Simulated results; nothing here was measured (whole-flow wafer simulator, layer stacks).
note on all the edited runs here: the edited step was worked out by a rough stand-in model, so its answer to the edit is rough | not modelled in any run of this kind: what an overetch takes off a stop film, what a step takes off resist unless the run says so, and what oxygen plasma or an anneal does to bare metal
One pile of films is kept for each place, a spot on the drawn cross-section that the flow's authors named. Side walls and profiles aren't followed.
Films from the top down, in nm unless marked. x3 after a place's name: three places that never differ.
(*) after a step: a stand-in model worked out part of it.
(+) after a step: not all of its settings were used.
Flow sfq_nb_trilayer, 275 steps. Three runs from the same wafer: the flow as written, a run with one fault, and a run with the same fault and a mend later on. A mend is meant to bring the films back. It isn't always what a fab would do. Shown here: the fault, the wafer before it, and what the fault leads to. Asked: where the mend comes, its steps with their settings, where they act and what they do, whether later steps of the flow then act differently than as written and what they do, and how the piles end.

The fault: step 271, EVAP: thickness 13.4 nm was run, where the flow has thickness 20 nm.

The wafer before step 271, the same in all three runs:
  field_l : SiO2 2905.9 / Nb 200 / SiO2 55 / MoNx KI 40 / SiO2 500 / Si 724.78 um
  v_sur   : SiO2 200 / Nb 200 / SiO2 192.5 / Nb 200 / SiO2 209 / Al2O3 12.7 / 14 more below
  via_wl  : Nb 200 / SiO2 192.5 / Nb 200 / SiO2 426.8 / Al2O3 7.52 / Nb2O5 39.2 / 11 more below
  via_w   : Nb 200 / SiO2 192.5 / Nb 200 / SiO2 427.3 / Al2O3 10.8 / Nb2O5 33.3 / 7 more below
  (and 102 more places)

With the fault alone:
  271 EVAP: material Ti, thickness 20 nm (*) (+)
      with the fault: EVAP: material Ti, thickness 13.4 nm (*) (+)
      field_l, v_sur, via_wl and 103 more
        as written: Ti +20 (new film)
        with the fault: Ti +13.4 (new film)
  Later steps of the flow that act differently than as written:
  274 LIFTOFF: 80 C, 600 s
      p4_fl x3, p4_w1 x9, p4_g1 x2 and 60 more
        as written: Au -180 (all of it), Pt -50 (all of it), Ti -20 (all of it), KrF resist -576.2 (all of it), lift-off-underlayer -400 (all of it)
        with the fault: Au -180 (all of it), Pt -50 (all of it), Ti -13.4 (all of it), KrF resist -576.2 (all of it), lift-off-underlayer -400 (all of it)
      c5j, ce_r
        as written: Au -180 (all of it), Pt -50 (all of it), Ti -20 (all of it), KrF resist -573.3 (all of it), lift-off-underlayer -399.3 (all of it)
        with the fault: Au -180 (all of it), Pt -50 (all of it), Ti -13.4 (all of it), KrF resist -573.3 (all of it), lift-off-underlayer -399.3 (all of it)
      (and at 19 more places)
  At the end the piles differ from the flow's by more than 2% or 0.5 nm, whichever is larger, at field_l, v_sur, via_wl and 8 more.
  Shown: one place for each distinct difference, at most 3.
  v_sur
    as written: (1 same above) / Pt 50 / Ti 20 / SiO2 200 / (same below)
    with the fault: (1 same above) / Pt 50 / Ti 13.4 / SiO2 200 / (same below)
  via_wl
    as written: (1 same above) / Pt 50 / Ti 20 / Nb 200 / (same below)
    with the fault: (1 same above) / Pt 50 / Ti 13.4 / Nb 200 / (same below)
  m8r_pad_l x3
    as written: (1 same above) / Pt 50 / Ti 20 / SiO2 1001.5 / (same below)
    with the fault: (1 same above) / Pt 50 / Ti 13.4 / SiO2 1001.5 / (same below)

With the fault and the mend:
  The mend comes after step 271.
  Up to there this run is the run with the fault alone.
  271a EVAP: material Ti, thickness 6.6 nm (*) (+) (the flow's step 271 once more, with other settings)
      field_l, v_sur, via_wl and 103 more
        Ti +6.6
  No later step of the flow acts differently than as written at any place that is followed.
  At the end the piles are the same as the flow's at every place that both follow.
